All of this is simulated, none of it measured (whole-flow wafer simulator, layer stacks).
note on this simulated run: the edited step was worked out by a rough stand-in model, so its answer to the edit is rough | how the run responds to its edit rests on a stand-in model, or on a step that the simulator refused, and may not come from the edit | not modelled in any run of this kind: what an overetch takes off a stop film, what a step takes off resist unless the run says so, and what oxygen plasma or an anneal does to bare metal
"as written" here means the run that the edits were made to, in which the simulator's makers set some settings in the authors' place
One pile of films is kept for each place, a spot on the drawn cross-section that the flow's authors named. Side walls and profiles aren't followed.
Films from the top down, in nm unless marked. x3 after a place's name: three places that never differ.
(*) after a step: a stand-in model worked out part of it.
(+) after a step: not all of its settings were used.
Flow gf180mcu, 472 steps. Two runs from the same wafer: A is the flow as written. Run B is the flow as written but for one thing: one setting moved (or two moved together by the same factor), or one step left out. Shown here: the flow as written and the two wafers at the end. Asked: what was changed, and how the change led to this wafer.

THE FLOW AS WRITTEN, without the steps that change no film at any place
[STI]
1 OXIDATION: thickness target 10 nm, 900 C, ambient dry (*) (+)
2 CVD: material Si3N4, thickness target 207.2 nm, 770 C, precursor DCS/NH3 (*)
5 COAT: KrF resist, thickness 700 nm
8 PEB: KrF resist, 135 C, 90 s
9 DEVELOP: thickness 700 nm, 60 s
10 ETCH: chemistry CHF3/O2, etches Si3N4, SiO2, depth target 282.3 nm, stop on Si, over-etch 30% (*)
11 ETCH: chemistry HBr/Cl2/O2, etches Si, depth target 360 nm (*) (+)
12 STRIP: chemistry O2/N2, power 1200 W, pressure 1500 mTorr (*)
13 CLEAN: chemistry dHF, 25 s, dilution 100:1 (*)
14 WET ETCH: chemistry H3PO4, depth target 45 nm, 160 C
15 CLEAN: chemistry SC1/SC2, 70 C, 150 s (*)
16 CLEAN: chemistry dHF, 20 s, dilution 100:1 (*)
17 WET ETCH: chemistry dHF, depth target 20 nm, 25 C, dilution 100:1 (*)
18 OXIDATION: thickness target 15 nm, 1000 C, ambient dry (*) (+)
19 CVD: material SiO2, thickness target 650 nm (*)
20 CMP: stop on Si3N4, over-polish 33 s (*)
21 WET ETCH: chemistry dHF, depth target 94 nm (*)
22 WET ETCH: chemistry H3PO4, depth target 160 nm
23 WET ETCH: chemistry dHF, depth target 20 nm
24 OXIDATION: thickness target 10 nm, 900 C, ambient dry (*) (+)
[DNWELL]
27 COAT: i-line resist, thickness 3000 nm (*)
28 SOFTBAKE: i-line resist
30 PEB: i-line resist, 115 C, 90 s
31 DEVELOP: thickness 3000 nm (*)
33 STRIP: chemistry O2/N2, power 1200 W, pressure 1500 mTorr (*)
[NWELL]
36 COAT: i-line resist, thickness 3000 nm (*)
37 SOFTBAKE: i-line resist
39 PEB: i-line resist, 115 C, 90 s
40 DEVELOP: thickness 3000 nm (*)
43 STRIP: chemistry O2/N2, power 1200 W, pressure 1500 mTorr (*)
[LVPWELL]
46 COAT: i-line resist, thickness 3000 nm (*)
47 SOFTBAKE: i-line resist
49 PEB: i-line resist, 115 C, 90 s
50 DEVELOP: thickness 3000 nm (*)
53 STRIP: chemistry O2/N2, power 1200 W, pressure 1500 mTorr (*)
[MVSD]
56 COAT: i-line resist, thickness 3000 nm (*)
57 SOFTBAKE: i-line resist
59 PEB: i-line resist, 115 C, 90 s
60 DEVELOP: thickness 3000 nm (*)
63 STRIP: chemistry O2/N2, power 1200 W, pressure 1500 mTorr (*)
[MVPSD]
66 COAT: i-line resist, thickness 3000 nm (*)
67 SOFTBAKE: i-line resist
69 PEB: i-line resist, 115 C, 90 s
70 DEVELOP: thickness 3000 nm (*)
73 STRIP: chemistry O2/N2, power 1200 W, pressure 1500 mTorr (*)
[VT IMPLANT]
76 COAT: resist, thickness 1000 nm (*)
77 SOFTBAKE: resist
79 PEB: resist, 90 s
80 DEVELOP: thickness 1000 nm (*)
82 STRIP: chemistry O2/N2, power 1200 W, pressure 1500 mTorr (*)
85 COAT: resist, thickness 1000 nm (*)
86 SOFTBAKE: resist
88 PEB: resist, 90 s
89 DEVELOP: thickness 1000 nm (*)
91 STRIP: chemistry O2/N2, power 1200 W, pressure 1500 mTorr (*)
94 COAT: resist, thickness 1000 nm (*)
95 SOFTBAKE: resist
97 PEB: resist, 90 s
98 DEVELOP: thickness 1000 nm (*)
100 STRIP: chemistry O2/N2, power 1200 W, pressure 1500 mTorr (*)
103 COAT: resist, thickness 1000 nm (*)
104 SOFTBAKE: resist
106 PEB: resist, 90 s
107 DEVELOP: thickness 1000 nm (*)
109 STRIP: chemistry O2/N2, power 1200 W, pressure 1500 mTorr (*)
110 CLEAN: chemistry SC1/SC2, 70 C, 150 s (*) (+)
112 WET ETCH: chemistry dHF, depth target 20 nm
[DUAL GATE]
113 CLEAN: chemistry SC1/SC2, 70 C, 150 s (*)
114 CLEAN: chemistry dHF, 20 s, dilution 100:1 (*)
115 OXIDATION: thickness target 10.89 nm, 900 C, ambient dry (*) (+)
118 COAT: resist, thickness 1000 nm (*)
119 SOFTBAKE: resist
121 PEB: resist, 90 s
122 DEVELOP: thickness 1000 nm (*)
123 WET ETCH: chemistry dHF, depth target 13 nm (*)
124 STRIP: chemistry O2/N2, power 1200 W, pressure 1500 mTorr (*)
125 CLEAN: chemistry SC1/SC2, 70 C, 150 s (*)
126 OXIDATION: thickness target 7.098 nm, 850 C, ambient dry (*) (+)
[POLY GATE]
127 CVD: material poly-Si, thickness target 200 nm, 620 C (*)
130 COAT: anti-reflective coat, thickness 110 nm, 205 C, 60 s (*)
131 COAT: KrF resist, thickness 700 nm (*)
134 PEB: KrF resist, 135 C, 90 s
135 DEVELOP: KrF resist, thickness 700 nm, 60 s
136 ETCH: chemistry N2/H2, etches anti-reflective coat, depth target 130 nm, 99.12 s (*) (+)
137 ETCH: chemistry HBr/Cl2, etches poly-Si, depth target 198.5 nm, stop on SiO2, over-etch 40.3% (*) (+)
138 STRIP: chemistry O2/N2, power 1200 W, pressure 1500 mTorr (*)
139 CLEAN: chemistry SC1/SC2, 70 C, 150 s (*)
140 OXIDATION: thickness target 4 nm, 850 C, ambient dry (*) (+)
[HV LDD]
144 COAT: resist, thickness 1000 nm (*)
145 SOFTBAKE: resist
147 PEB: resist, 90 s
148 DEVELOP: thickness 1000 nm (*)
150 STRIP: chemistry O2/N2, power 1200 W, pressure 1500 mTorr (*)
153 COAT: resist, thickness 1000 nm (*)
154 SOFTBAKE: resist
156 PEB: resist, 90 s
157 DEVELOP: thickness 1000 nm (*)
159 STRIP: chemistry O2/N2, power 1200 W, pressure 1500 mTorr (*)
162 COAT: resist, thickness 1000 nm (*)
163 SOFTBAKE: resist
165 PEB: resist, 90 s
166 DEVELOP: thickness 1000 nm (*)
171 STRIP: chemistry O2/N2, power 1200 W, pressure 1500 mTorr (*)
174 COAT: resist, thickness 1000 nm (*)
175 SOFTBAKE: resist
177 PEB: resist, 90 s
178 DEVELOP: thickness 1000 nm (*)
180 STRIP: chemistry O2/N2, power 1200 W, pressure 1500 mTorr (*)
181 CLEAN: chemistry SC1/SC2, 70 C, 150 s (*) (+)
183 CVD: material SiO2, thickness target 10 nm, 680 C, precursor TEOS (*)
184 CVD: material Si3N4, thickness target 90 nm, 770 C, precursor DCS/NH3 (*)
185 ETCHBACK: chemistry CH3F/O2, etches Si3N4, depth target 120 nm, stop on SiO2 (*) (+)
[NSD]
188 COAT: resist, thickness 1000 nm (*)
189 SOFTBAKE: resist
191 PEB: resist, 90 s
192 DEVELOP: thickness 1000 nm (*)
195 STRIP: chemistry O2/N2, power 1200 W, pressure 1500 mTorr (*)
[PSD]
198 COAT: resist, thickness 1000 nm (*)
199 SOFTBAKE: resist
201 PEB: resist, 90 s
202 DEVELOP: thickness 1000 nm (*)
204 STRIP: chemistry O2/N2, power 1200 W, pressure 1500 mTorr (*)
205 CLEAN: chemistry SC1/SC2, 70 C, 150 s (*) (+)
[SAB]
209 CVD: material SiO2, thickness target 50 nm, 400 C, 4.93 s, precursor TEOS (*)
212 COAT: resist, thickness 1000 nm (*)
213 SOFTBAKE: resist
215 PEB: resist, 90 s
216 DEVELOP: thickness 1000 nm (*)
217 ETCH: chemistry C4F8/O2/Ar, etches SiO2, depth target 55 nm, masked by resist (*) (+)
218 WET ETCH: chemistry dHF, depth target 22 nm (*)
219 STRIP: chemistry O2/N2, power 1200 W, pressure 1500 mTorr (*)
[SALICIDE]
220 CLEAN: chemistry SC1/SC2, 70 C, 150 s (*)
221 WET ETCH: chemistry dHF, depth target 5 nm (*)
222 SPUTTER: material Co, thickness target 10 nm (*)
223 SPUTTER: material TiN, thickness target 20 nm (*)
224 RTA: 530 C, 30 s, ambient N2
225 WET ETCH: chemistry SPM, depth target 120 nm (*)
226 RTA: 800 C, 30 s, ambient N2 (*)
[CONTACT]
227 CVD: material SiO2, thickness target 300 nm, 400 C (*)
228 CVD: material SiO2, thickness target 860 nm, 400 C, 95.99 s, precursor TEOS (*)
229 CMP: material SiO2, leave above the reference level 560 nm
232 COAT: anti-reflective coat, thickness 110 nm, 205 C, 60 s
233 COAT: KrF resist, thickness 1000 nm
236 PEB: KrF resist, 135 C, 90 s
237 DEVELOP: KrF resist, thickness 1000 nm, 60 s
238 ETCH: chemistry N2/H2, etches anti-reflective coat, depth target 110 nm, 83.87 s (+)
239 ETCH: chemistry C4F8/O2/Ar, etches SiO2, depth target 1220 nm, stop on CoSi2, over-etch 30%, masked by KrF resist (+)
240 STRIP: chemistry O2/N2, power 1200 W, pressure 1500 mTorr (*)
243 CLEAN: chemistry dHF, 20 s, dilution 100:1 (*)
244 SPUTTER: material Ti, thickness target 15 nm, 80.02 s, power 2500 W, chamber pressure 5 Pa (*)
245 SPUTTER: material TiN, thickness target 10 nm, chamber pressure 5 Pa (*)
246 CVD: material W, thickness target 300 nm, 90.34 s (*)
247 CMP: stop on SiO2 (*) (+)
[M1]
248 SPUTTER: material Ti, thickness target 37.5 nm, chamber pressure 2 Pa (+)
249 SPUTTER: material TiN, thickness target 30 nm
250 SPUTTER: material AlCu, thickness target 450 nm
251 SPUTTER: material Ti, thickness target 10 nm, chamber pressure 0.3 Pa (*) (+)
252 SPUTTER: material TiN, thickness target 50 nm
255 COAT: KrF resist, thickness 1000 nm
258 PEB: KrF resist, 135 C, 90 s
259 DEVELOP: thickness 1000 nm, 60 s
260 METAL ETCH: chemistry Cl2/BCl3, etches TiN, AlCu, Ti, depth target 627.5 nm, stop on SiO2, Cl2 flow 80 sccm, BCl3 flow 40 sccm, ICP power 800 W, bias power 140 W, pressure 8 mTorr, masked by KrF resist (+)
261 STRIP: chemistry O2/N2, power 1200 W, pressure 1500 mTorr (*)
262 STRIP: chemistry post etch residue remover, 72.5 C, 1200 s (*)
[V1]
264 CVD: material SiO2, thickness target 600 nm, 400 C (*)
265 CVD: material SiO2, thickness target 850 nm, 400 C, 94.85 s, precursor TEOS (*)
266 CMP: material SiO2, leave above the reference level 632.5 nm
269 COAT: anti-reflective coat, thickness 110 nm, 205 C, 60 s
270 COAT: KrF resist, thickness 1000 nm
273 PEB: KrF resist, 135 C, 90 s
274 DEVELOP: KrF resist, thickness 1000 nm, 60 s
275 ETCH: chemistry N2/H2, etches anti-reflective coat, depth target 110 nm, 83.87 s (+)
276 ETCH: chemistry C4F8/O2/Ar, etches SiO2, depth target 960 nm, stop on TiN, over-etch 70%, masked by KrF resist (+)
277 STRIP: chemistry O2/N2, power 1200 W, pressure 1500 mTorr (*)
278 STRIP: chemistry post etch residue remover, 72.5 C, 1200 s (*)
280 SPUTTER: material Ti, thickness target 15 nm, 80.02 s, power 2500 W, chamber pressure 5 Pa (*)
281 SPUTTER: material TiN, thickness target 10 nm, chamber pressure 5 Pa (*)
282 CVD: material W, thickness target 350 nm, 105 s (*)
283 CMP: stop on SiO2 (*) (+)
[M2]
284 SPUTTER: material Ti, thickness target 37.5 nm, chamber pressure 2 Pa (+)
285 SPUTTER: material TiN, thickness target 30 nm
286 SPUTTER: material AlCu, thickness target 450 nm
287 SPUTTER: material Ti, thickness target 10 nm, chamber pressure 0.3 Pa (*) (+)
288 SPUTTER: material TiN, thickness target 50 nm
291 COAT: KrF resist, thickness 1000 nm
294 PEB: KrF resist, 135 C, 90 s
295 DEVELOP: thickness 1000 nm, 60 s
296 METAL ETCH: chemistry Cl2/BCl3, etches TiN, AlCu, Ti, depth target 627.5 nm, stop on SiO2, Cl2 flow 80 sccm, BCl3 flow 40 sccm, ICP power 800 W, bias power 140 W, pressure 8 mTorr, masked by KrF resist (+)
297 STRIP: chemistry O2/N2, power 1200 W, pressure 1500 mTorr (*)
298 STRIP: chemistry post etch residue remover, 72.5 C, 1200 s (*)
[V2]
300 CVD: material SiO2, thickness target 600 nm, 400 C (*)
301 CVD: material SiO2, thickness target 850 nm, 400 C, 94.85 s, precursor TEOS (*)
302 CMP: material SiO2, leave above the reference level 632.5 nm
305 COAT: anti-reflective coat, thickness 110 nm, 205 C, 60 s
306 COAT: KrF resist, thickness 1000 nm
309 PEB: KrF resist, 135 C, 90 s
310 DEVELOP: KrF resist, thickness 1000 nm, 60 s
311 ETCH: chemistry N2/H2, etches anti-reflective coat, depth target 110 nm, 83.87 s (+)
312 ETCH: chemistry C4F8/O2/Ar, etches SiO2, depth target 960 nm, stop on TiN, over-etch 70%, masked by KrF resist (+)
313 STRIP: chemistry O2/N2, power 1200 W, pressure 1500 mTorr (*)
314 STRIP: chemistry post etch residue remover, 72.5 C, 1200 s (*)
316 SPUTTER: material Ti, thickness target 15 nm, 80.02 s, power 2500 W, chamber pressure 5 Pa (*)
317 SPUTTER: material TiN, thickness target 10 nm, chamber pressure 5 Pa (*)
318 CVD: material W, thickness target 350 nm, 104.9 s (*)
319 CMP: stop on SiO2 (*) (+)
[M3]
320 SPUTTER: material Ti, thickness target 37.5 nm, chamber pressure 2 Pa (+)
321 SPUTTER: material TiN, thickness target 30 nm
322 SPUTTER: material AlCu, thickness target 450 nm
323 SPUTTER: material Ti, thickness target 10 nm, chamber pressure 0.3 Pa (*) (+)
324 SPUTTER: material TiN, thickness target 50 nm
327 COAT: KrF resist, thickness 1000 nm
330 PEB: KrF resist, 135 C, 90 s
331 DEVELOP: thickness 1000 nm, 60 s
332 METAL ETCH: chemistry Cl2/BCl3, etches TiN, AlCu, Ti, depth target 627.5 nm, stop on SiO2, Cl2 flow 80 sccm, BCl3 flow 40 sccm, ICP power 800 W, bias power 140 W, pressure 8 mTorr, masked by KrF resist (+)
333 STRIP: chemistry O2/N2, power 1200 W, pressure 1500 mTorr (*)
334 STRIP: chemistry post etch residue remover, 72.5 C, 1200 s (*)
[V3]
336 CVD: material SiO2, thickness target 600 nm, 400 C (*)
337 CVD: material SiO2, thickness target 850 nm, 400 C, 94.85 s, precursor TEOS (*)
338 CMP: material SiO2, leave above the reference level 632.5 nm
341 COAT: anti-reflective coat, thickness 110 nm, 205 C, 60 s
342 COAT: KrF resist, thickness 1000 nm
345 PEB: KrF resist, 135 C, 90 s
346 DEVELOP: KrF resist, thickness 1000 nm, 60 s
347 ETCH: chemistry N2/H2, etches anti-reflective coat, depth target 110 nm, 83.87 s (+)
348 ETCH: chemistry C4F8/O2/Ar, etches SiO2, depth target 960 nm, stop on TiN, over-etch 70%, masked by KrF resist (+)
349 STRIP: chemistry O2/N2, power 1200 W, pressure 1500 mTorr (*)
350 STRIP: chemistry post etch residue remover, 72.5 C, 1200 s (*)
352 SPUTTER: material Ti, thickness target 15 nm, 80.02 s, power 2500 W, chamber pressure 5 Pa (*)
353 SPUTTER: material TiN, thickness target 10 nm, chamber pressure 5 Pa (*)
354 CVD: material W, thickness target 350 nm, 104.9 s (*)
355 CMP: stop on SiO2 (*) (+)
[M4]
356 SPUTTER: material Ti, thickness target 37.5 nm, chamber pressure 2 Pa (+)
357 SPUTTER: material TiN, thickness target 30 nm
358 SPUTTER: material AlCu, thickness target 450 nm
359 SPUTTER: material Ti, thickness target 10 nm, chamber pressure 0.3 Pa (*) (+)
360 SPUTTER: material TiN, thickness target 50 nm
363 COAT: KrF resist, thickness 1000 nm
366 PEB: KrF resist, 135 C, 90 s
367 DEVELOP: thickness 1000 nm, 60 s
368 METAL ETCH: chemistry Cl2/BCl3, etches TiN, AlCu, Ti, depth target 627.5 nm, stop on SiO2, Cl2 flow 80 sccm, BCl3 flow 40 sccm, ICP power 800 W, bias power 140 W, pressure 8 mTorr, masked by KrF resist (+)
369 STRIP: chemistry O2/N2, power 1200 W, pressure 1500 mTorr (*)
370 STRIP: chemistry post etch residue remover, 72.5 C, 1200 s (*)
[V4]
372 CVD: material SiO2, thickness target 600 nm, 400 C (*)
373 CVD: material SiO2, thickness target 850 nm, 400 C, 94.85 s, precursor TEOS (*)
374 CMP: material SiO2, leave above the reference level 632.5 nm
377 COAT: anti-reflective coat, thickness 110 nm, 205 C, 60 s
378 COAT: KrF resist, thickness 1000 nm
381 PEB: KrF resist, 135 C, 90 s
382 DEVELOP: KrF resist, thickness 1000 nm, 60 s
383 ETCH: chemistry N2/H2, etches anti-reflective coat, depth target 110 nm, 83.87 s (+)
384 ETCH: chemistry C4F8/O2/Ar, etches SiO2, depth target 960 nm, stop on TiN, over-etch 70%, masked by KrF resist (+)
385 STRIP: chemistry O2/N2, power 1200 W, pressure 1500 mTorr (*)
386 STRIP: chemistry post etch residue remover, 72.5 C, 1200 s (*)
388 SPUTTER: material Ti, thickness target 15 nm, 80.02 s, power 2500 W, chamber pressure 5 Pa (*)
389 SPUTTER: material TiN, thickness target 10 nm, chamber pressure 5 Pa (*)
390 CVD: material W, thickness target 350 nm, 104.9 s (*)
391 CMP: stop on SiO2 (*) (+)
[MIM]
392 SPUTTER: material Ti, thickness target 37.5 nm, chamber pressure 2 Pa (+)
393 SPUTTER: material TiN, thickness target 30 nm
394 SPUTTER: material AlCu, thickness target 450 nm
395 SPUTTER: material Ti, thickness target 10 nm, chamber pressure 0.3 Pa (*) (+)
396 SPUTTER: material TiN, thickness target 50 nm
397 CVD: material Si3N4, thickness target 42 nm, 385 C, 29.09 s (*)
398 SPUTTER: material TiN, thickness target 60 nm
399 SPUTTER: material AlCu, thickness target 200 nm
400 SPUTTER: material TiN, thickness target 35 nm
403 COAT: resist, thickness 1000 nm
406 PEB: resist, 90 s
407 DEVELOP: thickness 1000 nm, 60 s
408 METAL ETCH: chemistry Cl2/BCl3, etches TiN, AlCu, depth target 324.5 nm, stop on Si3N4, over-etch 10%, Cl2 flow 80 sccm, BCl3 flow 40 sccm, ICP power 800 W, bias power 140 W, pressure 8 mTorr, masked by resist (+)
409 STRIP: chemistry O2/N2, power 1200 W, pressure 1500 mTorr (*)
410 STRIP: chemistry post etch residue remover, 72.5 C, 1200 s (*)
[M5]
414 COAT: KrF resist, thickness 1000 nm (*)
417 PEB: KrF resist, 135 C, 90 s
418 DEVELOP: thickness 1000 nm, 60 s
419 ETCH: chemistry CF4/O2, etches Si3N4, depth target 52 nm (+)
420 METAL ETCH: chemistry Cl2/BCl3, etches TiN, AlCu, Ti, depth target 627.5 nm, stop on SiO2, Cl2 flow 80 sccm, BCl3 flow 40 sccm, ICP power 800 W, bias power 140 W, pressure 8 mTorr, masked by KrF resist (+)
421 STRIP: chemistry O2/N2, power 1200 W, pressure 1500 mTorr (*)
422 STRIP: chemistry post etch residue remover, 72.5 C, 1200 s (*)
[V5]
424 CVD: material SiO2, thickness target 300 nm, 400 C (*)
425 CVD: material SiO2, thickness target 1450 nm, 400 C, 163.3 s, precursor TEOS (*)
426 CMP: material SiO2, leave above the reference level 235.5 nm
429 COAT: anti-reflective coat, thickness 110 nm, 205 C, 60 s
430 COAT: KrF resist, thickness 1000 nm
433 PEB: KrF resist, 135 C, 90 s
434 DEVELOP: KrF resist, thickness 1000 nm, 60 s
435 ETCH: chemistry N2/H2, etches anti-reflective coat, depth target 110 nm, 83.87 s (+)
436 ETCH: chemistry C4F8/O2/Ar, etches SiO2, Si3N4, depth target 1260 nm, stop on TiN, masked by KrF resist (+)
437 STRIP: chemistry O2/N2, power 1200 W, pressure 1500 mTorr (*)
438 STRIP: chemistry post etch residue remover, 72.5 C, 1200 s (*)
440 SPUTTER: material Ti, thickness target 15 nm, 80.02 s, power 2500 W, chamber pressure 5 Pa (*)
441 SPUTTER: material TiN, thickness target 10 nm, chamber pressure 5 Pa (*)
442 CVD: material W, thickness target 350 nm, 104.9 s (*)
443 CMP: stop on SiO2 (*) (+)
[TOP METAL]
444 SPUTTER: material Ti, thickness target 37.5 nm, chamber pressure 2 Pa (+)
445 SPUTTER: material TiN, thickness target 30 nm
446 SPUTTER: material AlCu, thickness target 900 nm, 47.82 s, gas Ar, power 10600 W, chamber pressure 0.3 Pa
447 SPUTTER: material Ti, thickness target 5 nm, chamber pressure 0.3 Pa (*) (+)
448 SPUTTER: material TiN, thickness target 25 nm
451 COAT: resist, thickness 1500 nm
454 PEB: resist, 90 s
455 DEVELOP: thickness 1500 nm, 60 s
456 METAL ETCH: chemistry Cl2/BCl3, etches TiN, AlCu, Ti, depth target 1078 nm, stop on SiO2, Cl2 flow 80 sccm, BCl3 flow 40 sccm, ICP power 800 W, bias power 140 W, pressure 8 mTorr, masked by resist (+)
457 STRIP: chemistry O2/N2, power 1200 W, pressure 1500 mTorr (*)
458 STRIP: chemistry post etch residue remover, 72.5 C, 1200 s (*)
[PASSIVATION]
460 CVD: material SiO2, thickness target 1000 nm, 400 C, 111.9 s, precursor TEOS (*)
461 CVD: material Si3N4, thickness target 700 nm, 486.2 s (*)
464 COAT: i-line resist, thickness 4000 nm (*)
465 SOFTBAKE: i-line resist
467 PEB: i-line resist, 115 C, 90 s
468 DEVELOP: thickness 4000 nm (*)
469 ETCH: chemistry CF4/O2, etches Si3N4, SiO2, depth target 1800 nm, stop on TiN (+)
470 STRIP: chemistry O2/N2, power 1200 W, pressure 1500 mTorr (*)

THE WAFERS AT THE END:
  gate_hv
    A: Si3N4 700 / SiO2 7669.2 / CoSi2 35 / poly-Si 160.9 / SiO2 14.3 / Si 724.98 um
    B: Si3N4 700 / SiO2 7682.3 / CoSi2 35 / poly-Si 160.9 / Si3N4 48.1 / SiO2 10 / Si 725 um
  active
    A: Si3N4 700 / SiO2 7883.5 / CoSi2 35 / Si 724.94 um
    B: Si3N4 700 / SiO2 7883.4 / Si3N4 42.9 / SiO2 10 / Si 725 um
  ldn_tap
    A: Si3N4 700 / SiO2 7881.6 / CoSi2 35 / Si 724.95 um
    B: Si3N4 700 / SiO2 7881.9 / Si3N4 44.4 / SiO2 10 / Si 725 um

The cause: step 2, CVD: thickness target 269.3 nm was run, where the flow has thickness target 207.2 nm.

How the change led to this, step by step:
  2 CVD: material Si3N4, thickness target 207.2 nm, 770 C, precursor DCS/NH3 (*)
      field, field_sub, active and 77 more: A Si3N4 +207.2 (new film) | B Si3N4 +269.3 (new film)
  10 ETCH: chemistry CHF3/O2, etches Si3N4, SiO2, depth target 282.3 nm, stop on Si, over-etch 30% (*)
      field, field_sub, sti and 34 more: A Si3N4 -207.2 (all of it), SiO2 -10 (all of it), Si -13 | B Si3N4 -269.3 (all of it), SiO2 -10 (all of it), Si -0.6
  11 ETCH: chemistry HBr/Cl2/O2, etches Si, depth target 360 nm (*) (+)
      active, n_well, p_well and 40 more: A KrF resist -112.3 | B KrF resist -116.5
      field, field_sub, sti and 34 more: A Si -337 | B Si -349.4
  19 CVD: material SiO2, thickness target 650 nm (*)
      m1, ld_fp_n, ld_drift_n and 8 more: A SiO2 +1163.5 | B SiO2 +1225.7
  20 CMP: stop on Si3N4, over-polish 33 s (*)
      sti, mim_1p0, pad and 11 more: A SiO2 -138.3 | B SiO2 -76.2
      nw_enc_fld, nw_enc_fld_lv: A SiO2 -142.4 | B SiO2 -80.2
      (and at 10 more places)
  22 WET ETCH: chemistry H3PO4, depth target 160 nm
      active, n_well, p_well and 40 more: A Si3N4 -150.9 (all of it), SiO2 -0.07 | B Si3N4 -160.1
  23 WET ETCH: chemistry dHF, depth target 20 nm
      active, n_well, p_well and 40 more: A SiO2 -9.93 (all of it) | B Si3N4 -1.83
  24 OXIDATION: thickness target 10 nm, 900 C, ambient dry (*) (+)
      active, n_well, p_well and 40 more: A SiO2 +10 (new film), Si -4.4 | B nothing
  28 SOFTBAKE: i-line resist
      ldp_dft, ldp_drn: A i-line resist +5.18 | B i-line resist +6.01
      field: A i-line resist +3.04 | B i-line resist +3.63
      (and at 28 more places)
  37 SOFTBAKE: i-line resist
      ldp_dft, ldp_drn: A i-line resist +5.18 | B i-line resist +6.01
      field: A i-line resist +3.04 | B i-line resist +3.63
      (and at 28 more places)
  47 SOFTBAKE: i-line resist
      ldp_dft, ldp_drn: A i-line resist +5.18 | B i-line resist +6.01
      field: A i-line resist +3.04 | B i-line resist +3.63
      (and at 28 more places)
  57 SOFTBAKE: i-line resist
      ldp_dft, ldp_drn: A i-line resist +5.18 | B i-line resist +6.01
      field: A i-line resist +3.04 | B i-line resist +3.63
      (and at 28 more places)
  67 SOFTBAKE: i-line resist
      ldp_dft, ldp_drn: A i-line resist +5.18 | B i-line resist +6.01
      field: A i-line resist +3.04 | B i-line resist +3.63
      (and at 28 more places)
  112 WET ETCH: chemistry dHF, depth target 20 nm
      active, n_well, p_well and 40 more: A SiO2 -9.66 (all of it) | B Si3N4 -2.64
  113 CLEAN: chemistry SC1/SC2, 70 C, 150 s (*)
      active, n_well, p_well and 40 more: A chemical SiO2 +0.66 (new film), Si -1.83 | B nothing
  114 CLEAN: chemistry dHF, 20 s, dilution 100:1 (*)
      active, n_well, p_well and 40 more: A chemical SiO2 -0.66 (all of it) | B Si3N4 -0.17
  ... 26 more steps ...
  246 CVD: material W, thickness target 300 nm, 90.34 s (*)
      contact: A W +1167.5 (new film) | B W +1212.4 (new film)
Counting metal films that touch as one body, active has 0 bodies; the flow as written gives 1 body.
Counting metal films that touch as one body, ldn_tap has 0 bodies; the flow as written gives 1 body.
